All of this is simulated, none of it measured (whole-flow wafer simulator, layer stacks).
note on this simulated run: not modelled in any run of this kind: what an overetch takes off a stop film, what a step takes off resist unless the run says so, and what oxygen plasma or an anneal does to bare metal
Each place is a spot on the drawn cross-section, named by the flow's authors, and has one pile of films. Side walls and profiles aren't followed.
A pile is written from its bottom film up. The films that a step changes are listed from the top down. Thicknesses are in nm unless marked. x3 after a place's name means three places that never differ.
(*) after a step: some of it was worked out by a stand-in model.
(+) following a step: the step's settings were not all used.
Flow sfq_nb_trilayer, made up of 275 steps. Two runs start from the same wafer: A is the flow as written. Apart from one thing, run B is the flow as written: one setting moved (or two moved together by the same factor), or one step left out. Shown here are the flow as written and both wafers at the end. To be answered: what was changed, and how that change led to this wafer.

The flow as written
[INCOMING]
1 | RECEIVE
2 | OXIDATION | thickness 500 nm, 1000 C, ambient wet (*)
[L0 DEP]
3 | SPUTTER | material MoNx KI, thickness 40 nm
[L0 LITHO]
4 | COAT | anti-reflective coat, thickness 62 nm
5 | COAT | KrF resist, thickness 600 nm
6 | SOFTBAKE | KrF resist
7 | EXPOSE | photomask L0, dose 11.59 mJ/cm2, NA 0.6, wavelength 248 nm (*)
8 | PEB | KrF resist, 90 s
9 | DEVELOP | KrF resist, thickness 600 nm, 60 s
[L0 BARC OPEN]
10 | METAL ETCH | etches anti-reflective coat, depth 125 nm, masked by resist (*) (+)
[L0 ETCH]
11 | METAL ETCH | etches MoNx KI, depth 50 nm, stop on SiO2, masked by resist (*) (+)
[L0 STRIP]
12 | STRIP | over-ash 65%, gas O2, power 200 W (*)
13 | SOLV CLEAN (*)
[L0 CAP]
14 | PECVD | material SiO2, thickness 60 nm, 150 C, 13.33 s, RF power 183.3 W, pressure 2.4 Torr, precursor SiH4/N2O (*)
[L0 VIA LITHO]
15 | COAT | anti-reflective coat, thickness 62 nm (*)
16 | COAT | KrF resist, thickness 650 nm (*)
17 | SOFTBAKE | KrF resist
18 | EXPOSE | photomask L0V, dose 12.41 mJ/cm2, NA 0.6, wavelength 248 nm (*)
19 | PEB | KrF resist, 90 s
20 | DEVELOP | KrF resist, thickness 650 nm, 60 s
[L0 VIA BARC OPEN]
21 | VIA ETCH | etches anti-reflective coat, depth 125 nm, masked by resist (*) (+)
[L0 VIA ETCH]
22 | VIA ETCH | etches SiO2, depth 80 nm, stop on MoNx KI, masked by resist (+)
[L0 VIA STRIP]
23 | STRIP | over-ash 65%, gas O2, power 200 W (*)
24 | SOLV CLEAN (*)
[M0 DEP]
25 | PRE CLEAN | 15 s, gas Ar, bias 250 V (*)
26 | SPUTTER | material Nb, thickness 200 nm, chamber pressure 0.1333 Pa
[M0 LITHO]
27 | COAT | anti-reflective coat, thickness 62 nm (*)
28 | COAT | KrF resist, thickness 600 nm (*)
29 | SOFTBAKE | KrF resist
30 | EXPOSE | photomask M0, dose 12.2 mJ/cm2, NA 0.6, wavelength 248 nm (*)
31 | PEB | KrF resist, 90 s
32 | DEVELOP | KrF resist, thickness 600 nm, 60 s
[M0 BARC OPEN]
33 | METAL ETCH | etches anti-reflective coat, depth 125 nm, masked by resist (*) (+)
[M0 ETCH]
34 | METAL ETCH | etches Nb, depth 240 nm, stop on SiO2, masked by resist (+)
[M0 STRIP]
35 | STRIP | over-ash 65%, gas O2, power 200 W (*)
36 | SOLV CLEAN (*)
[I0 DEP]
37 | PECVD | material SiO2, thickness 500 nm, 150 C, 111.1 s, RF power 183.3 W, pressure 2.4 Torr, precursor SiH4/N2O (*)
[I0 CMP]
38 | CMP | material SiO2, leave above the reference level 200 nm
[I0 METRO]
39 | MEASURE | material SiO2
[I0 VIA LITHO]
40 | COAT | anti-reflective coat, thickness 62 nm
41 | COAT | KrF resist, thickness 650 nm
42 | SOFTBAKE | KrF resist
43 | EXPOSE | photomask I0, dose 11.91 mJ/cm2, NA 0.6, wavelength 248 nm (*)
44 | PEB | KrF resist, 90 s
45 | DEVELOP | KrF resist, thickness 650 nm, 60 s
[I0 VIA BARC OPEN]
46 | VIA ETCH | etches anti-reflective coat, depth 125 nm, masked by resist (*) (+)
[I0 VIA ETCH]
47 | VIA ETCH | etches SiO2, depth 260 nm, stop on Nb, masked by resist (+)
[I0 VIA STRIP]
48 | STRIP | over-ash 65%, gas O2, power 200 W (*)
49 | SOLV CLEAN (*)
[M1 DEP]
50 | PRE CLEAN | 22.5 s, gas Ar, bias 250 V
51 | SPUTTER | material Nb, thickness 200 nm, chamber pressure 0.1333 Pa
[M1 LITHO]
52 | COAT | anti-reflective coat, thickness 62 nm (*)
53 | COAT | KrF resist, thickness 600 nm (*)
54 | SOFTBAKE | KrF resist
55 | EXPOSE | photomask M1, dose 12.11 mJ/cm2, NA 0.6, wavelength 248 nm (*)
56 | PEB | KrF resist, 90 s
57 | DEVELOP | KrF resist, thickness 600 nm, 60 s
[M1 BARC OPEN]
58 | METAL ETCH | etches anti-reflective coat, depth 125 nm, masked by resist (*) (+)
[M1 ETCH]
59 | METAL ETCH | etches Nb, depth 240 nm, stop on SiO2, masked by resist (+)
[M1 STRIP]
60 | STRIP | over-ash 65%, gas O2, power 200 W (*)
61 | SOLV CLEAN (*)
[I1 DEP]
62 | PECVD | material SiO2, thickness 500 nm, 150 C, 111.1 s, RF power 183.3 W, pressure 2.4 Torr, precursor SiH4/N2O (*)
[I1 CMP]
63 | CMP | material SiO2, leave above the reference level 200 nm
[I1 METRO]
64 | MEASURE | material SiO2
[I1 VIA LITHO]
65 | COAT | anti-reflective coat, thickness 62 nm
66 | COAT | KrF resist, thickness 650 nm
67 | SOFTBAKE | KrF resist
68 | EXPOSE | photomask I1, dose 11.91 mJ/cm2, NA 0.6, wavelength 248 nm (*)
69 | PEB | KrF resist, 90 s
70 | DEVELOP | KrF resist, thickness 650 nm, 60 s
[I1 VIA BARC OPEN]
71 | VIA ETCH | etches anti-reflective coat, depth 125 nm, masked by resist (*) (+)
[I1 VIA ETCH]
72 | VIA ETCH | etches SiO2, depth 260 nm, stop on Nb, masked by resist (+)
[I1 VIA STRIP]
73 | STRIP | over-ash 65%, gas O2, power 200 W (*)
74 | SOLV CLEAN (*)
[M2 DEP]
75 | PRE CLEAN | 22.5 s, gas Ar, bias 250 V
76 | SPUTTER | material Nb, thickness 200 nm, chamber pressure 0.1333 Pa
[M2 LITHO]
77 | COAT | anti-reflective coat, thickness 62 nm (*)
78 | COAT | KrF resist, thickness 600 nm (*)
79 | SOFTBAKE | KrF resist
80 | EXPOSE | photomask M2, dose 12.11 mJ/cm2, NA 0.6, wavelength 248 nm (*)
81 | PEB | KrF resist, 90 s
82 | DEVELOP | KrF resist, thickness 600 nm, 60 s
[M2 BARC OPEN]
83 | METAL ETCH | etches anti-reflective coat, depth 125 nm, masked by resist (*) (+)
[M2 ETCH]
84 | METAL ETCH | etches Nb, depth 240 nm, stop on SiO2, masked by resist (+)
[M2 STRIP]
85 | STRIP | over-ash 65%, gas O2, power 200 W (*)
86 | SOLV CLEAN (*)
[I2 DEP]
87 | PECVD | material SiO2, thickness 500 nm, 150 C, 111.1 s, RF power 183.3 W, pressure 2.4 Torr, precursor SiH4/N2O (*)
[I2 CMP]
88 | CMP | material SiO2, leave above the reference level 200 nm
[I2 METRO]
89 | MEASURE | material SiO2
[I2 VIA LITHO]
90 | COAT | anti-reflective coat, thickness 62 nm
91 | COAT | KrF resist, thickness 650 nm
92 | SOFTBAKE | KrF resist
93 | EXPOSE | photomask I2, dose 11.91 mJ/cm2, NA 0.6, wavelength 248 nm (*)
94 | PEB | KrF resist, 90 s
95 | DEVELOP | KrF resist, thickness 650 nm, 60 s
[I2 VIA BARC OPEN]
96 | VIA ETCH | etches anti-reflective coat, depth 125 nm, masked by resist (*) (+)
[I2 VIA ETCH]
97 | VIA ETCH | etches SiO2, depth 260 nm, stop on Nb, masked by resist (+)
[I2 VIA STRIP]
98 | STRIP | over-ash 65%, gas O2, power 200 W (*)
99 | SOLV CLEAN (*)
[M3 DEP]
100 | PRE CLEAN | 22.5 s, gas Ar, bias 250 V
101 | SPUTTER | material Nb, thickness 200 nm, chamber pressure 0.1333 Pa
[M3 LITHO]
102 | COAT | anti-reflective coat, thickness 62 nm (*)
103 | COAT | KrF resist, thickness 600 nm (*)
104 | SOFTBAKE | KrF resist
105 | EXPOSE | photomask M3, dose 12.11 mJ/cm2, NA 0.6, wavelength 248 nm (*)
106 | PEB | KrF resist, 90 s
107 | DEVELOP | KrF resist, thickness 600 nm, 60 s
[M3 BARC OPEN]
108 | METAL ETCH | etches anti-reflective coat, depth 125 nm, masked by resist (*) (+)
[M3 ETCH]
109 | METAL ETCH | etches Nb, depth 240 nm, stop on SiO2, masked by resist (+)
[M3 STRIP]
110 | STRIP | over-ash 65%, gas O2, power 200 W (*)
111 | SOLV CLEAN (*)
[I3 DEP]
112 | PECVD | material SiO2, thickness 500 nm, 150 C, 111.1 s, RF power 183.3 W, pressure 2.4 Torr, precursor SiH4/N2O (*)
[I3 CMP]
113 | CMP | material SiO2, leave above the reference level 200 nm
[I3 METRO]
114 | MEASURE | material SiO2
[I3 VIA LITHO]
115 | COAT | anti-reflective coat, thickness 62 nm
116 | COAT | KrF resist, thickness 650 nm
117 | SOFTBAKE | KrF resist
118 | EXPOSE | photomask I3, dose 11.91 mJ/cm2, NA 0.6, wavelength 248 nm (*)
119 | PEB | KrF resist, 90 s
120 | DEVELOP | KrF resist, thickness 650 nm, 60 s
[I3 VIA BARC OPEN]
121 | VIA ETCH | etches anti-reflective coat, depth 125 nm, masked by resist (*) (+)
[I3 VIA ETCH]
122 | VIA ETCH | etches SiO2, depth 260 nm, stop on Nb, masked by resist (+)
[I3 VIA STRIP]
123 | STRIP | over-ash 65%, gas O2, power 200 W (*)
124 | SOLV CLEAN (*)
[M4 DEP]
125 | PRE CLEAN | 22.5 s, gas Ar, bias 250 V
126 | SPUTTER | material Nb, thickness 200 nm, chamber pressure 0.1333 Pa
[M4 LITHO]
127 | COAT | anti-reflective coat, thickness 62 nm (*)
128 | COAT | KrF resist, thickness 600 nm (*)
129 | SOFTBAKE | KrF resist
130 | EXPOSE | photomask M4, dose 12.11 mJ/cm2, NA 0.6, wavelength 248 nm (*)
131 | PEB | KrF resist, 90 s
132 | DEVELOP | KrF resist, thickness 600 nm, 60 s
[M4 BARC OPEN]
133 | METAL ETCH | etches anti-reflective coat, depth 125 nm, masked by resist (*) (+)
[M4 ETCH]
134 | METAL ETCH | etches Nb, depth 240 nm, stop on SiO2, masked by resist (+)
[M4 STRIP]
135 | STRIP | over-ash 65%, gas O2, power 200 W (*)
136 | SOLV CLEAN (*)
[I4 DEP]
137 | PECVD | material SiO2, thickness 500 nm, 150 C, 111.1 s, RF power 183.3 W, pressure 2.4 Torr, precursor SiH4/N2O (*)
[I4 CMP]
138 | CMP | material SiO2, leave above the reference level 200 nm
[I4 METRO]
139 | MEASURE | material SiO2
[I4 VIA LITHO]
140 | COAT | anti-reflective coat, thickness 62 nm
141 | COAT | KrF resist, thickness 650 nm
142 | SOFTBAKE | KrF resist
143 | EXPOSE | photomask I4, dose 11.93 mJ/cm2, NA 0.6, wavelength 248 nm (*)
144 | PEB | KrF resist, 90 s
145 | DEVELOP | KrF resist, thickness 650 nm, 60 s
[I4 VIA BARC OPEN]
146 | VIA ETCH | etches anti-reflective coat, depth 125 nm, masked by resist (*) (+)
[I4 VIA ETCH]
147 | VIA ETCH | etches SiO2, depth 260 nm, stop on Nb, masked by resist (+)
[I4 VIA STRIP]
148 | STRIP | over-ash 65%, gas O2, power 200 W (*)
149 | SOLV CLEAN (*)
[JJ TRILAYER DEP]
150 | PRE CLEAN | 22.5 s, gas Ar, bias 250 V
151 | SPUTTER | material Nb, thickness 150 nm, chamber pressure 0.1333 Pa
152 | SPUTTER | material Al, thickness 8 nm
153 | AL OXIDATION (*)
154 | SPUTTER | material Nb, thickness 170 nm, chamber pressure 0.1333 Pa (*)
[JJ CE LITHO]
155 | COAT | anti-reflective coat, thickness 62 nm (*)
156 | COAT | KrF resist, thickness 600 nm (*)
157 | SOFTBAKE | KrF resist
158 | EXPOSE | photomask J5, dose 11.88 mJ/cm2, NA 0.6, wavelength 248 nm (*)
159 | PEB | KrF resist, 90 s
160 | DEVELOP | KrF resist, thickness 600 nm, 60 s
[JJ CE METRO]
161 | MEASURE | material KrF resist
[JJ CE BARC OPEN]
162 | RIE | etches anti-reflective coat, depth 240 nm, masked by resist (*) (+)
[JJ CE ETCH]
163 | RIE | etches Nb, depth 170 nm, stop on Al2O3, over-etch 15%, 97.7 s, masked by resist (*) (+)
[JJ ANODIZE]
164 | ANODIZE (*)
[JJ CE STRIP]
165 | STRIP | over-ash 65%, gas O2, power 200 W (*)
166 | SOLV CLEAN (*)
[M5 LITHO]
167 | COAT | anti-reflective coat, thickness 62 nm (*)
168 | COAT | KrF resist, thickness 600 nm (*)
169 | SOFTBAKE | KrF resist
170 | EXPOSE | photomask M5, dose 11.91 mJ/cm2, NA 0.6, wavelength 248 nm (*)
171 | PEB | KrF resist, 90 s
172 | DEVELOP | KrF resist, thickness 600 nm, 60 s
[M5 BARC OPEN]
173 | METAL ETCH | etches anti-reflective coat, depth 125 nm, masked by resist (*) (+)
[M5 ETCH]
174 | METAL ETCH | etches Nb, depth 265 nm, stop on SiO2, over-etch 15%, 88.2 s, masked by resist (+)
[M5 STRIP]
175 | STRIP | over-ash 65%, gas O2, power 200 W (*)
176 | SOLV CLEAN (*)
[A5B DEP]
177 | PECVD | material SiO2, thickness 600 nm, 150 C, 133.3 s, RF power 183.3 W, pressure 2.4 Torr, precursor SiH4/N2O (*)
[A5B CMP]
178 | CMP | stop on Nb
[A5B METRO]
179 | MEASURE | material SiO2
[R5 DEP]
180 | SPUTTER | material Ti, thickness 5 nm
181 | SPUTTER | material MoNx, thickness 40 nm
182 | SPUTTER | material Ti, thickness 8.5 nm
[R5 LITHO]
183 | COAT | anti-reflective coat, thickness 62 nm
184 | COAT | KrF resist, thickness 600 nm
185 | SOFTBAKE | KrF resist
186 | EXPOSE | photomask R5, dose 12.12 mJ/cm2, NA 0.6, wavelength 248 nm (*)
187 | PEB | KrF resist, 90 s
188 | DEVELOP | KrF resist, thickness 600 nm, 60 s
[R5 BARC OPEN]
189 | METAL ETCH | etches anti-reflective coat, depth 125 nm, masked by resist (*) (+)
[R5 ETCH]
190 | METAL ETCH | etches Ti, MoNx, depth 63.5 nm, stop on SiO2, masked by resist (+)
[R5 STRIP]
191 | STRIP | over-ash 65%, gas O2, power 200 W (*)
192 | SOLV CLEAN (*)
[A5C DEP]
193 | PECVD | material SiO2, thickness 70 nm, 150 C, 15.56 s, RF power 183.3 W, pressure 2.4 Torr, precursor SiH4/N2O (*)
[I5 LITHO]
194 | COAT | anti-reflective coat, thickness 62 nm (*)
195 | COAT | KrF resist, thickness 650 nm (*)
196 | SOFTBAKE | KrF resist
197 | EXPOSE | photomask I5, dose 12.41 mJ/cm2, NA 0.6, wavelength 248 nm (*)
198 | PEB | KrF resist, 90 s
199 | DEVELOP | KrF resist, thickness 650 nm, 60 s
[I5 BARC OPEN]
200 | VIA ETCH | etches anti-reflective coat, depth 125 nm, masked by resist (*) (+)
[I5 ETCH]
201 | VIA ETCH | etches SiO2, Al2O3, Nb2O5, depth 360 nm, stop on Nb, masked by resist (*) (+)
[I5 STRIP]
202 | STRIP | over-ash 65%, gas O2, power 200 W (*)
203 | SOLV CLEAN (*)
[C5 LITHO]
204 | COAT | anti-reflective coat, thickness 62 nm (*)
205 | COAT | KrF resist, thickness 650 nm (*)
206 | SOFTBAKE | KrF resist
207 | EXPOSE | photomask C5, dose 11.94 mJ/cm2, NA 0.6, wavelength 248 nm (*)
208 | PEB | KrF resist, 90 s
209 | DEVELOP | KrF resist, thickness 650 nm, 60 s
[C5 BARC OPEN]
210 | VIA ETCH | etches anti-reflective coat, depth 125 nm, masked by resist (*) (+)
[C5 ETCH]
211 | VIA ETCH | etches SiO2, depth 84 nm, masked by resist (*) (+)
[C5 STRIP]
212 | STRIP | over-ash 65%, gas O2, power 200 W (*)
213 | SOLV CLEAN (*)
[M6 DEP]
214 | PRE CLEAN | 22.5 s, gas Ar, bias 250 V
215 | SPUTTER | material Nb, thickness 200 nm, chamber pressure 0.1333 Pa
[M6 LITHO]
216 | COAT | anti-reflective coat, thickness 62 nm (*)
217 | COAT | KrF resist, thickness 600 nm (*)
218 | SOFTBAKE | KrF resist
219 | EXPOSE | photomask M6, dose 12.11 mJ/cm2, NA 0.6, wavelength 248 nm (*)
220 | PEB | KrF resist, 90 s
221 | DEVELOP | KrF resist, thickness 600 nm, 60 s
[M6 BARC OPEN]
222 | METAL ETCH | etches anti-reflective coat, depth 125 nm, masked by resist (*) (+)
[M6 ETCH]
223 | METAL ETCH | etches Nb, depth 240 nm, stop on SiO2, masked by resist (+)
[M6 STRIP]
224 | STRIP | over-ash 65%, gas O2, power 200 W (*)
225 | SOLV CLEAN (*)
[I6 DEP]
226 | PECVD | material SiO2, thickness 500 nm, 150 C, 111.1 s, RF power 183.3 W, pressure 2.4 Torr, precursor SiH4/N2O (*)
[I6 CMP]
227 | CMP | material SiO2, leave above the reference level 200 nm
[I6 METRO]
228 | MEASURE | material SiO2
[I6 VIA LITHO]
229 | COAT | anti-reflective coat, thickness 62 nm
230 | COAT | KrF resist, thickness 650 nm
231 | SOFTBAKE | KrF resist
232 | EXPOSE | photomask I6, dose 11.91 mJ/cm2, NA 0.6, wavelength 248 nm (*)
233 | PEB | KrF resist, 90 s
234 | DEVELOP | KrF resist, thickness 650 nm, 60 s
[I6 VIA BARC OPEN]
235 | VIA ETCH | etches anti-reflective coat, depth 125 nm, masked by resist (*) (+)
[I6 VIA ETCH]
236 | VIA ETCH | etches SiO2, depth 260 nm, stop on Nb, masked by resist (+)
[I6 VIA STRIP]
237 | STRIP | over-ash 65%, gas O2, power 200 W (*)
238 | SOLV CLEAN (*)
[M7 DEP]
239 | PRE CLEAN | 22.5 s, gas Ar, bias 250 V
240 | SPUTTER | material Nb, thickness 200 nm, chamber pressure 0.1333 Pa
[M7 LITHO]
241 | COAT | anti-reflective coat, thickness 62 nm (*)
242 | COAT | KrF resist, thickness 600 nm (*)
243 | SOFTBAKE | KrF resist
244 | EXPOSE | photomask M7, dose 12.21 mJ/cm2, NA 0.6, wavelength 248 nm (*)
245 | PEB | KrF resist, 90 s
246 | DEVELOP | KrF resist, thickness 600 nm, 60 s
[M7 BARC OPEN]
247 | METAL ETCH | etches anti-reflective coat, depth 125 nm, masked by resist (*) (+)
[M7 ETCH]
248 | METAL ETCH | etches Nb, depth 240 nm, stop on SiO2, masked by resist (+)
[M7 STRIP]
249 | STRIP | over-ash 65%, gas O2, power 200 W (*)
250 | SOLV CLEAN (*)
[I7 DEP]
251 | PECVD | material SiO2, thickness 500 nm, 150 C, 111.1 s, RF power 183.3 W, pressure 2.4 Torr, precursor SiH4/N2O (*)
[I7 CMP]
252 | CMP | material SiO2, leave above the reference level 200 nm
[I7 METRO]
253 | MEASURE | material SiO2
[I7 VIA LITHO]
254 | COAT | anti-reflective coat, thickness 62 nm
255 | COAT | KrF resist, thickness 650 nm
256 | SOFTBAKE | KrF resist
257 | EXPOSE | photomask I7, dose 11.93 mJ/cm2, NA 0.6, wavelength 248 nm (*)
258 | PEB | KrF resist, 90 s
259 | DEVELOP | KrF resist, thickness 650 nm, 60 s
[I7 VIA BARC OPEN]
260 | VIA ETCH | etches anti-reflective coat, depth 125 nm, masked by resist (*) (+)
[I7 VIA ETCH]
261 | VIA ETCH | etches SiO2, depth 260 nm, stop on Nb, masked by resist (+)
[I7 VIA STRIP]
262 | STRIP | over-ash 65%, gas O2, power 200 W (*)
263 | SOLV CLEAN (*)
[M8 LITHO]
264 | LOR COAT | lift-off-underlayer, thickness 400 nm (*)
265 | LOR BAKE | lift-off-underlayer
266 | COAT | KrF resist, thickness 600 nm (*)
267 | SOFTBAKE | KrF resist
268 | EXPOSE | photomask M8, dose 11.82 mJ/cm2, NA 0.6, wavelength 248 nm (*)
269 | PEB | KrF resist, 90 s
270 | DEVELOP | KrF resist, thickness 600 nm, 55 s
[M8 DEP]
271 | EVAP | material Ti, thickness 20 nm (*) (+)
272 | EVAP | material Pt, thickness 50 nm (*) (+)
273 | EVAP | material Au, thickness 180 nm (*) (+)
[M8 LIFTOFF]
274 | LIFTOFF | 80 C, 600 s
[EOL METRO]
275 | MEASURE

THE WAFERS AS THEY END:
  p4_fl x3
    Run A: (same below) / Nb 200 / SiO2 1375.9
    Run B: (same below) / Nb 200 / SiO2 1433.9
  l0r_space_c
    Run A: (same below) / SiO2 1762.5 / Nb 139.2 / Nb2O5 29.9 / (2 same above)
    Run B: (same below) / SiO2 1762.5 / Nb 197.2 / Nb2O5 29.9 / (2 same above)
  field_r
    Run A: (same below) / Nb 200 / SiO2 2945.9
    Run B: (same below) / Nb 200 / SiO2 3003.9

The reason: step 151, SPUTTER: thickness 208 nm was run, whereas the flow has thickness 150 nm.

The path from the change to this, step by step:
  151 | SPUTTER | material Nb, thickness 150 nm, chamber pressure 0.1333 Pa
      field_l, v_sur, via_sp and 100 more: A +150 Nb (new film) | B +208 Nb (new film)
      via_wl, via_w, via_wr: A +130.4 Nb | B +181.5 Nb
  154 | SPUTTER | material Nb, thickness 170 nm, chamber pressure 0.1333 Pa (*)
      via_wl, via_wr: A +140.7 Nb (new film) | B +137.5 Nb (new film)
      via_w: A +141 Nb (new film) | B +137.8 Nb (new film)
  155 | COAT | anti-reflective coat, thickness 62 nm (*)
      via_wl, via_wr: A +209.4 anti-reflective coat (new film) | B +227.4 anti-reflective coat (new film)
      via_w: A +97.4 anti-reflective coat (new film) | B +103.1 anti-reflective coat (new film)
  162 | RIE | etches anti-reflective coat, depth 240 nm, masked by resist (*) (+)
      ce_l, c5j, ce_r, wl_jj: A -209.4 KrF resist | B -227.4 KrF resist
      via_wl, via_wr: A -209.4 anti-reflective coat (all of it) | B -227.4 anti-reflective coat (all of it)
      (and at 1 other place as well)
  163 | RIE | etches Nb, depth 170 nm, stop on Al2O3, over-etch 15%, 97.7 s, masked by resist (*) (+)
      via_wl, via_wr: A -140.7 Nb (all of it), -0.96 Al2O3 (all of it) | B -137.5 Nb (all of it), -0.96 Al2O3 (all of it)
      via_w: A -141 Nb (all of it), -0.96 Al2O3 (all of it) | B -137.8 Nb (all of it), -0.96 Al2O3 (all of it)
  164 | ANODIZE (*)
      via_wl, via_wr: A +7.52 Al2O3 (new film), +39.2 Nb2O5 (new film), -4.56 Al (all of it), -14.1 Nb | B +6.77 Al2O3 (new film), +40.5 Nb2O5 (new film), -4.1 Al (all of it), -14.6 Nb
      via_w: A +10.8 Al2O3 (new film), +33.3 Nb2O5 (new film), -6.54 Al (all of it), -12 Nb | B +10.4 Al2O3 (new film), +34 Nb2O5 (new film), -6.33 Al (all of it), -12.2 Nb
  165 | STRIP | over-ash 65%, gas O2, power 200 W (*)
      ce_l: A -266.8 KrF resist (all of it), -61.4 anti-reflective coat (all of it) | B -248.7 KrF resist (all of it), -61.4 anti-reflective coat (all of it)
      c5j: A -266.9 KrF resist (all of it), -61.5 anti-reflective coat (all of it) | B -248.8 KrF resist (all of it), -61.5 anti-reflective coat (all of it)
      (and at 2 other places as well)
  167 | COAT | anti-reflective coat, thickness 62 nm (*)
      v_sur: A +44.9 anti-reflective coat (new film) | B +41.1 anti-reflective coat (new film)
      via_wl: A +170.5 anti-reflective coat (new film) | B +154.6 anti-reflective coat (new film)
      (and at 3 other places as well)
  168 | COAT | KrF resist, thickness 600 nm (*)
      via_wl: A +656 KrF resist (new film) | B +672.4 KrF resist (new film)
      via_wr: A +656.6 KrF resist (new film) | B +673.3 KrF resist (new film)
  174 | METAL ETCH | etches Nb, depth 265 nm, stop on SiO2, over-etch 15%, 88.2 s, masked by resist (+)
      field_l, r_sur, res and 49 more: A -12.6 Al2O3 (all of it), -29.9 Nb2O5 (all of it), -139.2 Nb (all of it), -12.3 SiO2 | B -12.6 Al2O3 (all of it), -29.9 Nb2O5 (all of it), -197.2 Nb (all of it), -6.49 SiO2
      wl_a_sl: A -12.6 Al2O3 (all of it), -29.9 Nb2O5 (all of it), -139.2 Nb (all of it), -12.3 SiO2 | B -12.6 Al2O3 (all of it), -29.9 Nb2O5 (all of it), -197.2 Nb (all of it), -6.5 SiO2
  175 | STRIP | over-ash 65%, gas O2, power 200 W (*)
      v_sur: A -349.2 KrF resist (all of it), -44.9 anti-reflective coat (all of it) | B -348.1 KrF resist (all of it), -41.1 anti-reflective coat (all of it)
      via_wl: A -427 KrF resist (all of it), -170.5 anti-reflective coat (all of it) | B -443.4 KrF resist (all of it), -154.6 anti-reflective coat (all of it)
      (and at 3 other places as well)
  178 | CMP | stop on Nb
      field_l, p4_fl x3, p4_w1 x3 and 35 more: A -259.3 SiO2 | B -207.1 SiO2
      r_sur, res, r_end, moat, field_r, lsp_l: A -252.3 SiO2 | B -198.2 SiO2
      (and at 8 other places as well)
